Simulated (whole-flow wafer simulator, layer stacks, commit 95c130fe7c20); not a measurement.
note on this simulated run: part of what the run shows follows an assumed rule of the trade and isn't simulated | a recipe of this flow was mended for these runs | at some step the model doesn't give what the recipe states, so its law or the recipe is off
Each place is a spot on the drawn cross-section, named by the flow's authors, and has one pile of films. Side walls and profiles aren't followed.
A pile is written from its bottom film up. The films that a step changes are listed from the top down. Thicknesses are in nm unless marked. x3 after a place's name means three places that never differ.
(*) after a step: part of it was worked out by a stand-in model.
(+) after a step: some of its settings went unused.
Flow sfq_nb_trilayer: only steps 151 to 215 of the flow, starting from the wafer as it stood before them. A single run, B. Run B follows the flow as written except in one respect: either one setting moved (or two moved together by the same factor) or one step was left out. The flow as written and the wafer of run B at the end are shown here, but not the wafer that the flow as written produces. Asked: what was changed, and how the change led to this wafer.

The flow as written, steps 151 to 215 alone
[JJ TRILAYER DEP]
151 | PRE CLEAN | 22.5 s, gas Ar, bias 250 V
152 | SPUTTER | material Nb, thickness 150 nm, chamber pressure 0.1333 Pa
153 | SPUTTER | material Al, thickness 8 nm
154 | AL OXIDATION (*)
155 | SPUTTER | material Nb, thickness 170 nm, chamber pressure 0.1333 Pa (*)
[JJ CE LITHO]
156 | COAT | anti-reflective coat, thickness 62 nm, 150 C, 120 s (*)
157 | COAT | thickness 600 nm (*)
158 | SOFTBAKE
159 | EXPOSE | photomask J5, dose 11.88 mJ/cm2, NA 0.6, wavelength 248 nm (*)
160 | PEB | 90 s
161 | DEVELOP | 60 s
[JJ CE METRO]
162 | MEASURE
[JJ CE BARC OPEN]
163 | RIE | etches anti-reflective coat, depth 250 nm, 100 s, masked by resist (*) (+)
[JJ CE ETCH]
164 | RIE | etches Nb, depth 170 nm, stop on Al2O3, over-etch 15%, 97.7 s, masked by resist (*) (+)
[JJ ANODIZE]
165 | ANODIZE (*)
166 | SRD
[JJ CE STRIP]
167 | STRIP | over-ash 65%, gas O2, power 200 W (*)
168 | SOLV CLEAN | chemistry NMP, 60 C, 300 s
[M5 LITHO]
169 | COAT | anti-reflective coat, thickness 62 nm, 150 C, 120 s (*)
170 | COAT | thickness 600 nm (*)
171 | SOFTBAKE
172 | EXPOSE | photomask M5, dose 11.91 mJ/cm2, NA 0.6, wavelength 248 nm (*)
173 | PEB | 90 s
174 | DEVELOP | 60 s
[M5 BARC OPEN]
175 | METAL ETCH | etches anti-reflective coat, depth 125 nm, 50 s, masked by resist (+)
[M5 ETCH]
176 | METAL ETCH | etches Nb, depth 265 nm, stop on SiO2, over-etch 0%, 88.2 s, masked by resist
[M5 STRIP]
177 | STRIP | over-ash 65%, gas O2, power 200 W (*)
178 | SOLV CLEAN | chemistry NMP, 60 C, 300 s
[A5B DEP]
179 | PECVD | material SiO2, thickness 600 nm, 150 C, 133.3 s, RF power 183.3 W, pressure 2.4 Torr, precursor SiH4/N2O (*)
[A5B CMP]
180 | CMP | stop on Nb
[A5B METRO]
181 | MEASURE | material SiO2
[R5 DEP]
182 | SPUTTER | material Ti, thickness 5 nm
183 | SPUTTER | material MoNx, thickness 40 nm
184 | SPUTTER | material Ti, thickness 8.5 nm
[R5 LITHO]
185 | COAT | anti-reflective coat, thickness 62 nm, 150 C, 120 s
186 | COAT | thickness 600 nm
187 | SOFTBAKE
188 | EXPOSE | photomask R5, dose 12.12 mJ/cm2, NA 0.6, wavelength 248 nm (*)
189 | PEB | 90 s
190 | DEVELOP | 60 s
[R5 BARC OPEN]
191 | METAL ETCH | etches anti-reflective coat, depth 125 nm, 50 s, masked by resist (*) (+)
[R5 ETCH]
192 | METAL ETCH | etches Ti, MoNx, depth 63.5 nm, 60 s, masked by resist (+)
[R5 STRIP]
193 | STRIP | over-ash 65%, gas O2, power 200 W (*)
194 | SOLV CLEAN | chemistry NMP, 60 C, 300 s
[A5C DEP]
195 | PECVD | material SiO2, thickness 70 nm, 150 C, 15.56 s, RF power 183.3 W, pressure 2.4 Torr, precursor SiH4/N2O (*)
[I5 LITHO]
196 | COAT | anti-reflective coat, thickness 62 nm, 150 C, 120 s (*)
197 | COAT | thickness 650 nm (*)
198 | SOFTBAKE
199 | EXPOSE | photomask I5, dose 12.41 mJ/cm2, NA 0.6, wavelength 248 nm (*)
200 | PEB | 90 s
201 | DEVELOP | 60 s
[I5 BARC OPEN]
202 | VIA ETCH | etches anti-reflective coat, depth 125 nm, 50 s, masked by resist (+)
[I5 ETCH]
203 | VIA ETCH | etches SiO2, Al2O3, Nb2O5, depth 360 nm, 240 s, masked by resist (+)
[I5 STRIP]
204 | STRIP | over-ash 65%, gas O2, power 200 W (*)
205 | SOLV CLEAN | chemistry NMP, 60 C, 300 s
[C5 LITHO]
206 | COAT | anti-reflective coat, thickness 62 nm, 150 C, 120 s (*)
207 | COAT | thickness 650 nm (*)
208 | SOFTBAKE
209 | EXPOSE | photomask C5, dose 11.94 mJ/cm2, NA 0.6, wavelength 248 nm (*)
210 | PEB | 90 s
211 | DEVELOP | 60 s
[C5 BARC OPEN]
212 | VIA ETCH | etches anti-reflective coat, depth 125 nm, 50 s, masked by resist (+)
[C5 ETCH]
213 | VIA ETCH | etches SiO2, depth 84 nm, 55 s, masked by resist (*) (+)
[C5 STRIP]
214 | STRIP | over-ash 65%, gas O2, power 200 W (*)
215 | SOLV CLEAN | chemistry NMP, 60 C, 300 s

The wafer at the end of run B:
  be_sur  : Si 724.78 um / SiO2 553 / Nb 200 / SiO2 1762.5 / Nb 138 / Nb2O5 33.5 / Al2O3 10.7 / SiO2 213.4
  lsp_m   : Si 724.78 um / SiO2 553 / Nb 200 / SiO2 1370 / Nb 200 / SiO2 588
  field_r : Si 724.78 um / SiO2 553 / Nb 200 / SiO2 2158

Cause: step 153, SPUTTER: thickness 6.8 nm was run, whereas the flow has thickness 8 nm.

The path from the change to this, step by step:
  153 | SPUTTER | material Al, thickness 8 nm
      field_l, v_sur, via_sp and 100 more: Al gains 6.8 (new film) (as written it would have been: Al gains 8 (new film))
      via_wl, via_wr: Al gains 4.36 (new film) (as written it would have been: Al gains 5.13 (new film))
      (and at 1 other place as well)
  165 | ANODIZE (*)
      field_l, v_sur, via_sp and 96 more: Al2O3 gains 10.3, Nb2O5 gains 33.5 (new film), Al loses 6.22 (all of it), Nb loses 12 (as written it would have been: Al2O3 gains 12.2, Nb2O5 gains 29.9 (new film), Al loses 7.42 (all of it), Nb loses 10.8)
      via_wl, via_wr: Al2O3 gains 6.24 (new film), Nb2O5 gains 41.5 (new film), Al loses 3.78 (all of it), Nb loses 14.9 (as written it would have been: Al2O3 gains 7.51 (new film), Nb2O5 gains 39.2 (new film), Al loses 4.55 (all of it), Nb loses 14.1)
      (and at 1 other place as well)
  169 | COAT | anti-reflective coat, thickness 62 nm, 150 C, 120 s (*)
      ce_r: anti-reflective coat gains 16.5 (new film) (as written it would have been: anti-reflective coat gains 17.1 (new film))
  176 | METAL ETCH | etches Nb, depth 265 nm, stop on SiO2, over-etch 0%, 88.2 s, masked by resist
      field_l, res, r_end and 47 more: Al2O3 loses 10.6 (all of it), Nb2O5 loses 33.5 (all of it), Nb loses 138 (all of it), SiO2 loses 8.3 (as written it would have been: Al2O3 loses 12.6 (all of it), Nb2O5 loses 29.9 (all of it), Nb loses 139.2 (all of it), SiO2 loses 8.33)
      r_sur, wl_a_sl, wl_a_m6: Al2O3 loses 10.6 (all of it), Nb2O5 loses 33.5 (all of it), Nb loses 138 (all of it), SiO2 loses 8.3 (as written it would have been: Al2O3 loses 12.5 (all of it), Nb2O5 loses 29.9 (all of it), Nb loses 139.2 (all of it), SiO2 loses 8.33)
  177 | STRIP | over-ash 65%, gas O2, power 200 W (*)
      ce_r: KrF-resist-other-grade loses 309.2 (all of it), anti-reflective coat loses 16.5 (all of it) (as written it would have been: KrF-resist-other-grade loses 307.4 (all of it), anti-reflective coat loses 17.1 (all of it))
  203 | VIA ETCH | etches SiO2, Al2O3, Nb2O5, depth 360 nm, 240 s, masked by resist (+)
      be: SiO2 loses 213 (all of it), Al2O3 loses 10.7 (all of it), Nb2O5 loses 33.5 (all of it), Nb loses 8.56 (as written it would have been: SiO2 loses 214.5 (all of it), Al2O3 loses 12.7 (all of it), Nb2O5 loses 29.9 (all of it), Nb loses 8.57)
